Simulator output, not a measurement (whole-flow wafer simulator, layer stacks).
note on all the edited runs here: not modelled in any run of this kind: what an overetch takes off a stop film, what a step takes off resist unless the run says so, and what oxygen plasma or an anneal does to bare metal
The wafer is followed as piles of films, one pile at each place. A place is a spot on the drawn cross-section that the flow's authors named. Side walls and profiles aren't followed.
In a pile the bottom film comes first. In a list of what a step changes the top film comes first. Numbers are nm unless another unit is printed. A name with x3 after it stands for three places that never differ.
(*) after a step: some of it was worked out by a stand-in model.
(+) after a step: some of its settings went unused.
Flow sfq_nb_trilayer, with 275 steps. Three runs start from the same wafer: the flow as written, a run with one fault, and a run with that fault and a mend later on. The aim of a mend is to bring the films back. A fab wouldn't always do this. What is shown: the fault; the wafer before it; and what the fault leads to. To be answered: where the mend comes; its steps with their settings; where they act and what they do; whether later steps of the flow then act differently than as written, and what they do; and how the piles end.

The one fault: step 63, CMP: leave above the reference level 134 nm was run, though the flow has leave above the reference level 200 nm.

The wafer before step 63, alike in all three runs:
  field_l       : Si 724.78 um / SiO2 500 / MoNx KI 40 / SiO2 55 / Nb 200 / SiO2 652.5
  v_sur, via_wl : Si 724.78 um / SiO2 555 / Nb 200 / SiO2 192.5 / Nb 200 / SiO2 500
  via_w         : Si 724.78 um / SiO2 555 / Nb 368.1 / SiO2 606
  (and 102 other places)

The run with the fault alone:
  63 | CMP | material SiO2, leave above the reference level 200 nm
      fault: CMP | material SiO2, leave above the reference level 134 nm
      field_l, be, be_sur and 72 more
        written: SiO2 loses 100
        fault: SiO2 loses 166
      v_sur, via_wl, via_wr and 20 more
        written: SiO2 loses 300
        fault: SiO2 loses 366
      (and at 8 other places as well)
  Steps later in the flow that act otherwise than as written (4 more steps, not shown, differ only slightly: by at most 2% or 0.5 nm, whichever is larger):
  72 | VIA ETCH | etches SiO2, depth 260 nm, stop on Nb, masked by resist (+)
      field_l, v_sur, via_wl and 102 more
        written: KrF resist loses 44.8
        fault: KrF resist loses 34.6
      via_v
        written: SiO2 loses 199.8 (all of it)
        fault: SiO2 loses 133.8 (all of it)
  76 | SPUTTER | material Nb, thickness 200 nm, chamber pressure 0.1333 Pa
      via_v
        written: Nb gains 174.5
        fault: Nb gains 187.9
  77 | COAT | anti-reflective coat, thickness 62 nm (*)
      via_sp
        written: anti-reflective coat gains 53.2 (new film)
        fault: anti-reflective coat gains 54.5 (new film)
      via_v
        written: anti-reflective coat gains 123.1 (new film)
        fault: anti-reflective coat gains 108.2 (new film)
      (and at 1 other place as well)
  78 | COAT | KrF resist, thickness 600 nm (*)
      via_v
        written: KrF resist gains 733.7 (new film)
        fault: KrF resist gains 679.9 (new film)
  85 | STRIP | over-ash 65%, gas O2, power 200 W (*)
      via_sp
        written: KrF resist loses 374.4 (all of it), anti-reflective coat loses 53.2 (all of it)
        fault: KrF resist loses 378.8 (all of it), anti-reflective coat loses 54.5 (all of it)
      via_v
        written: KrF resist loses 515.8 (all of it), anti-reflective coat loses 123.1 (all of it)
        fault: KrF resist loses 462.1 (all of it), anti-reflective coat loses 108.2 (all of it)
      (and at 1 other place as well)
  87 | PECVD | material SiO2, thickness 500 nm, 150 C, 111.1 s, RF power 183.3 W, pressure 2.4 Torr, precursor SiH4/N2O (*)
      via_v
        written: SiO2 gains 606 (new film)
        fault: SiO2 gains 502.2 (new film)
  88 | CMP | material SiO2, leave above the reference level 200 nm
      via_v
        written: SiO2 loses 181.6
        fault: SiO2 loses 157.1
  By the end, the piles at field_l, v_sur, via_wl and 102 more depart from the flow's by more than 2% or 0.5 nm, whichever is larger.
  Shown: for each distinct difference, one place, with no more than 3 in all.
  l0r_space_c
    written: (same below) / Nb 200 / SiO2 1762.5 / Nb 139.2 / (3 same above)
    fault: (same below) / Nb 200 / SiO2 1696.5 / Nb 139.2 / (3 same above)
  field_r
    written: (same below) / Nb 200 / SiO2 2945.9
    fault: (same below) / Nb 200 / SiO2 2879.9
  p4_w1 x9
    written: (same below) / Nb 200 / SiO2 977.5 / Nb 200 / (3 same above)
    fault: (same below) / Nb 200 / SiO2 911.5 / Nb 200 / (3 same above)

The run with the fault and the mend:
  The mend follows step 70.
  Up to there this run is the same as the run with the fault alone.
  70a | STRIP | over-ash 65%, gas O2, power 200 W (*)
      field_l, v_sur, via_wl and 102 more
        KrF resist loses 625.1 (all of it), anti-reflective coat loses 62 (all of it)
      via_v
        anti-reflective coat loses 62 (all of it)
  70b | PECVD | material SiO2, thickness 66 nm, 150 C, 14.67 s, RF power 183.3 W, pressure 2.4 Torr, precursor SiH4/N2O (the flow's step 62, run once more with other settings)
      field_l, v_sur, via_wl and 103 more
        SiO2 gains 66
  70c | COAT | anti-reflective coat, thickness 62 nm (the flow's step 65, run once more)
      field_l, v_sur, via_wl and 103 more
        anti-reflective coat gains 62 (new film)
  70d | COAT | KrF resist, thickness 650 nm (the flow's step 66, run once more)
      field_l, v_sur, via_wl and 103 more
        KrF resist gains 650 (new film)
  70e | SOFTBAKE | KrF resist (the flow's step 67, run once more)
      alters no film at any place that is followed
  70f | EXPOSE | photomask I1, dose 11.91 mJ/cm2, NA 0.6, wavelength 248 nm (*) (the flow's step 68, run once more)
      alters no film at any place that is followed
  70g | PEB | KrF resist, 90 s (the flow's step 69, run once more)
      field_l, v_sur, via_wl and 103 more
        KrF resist loses 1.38
  70h | DEVELOP | KrF resist, thickness 650 nm, 60 s (the flow's step 70, run once more)
      field_l, v_sur, via_wl and 102 more
        KrF resist loses 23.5
      via_v
        KrF resist loses 648.6 (all of it)
  Later steps of the flow that are run all act as written at every place that is followed, up to a difference of at most 2% or 0.5 nm, whichever is larger.
  At the end the piles are close to the flow's at the places that both follow, differing by at most 2% or 0.5 nm, whichever is larger.
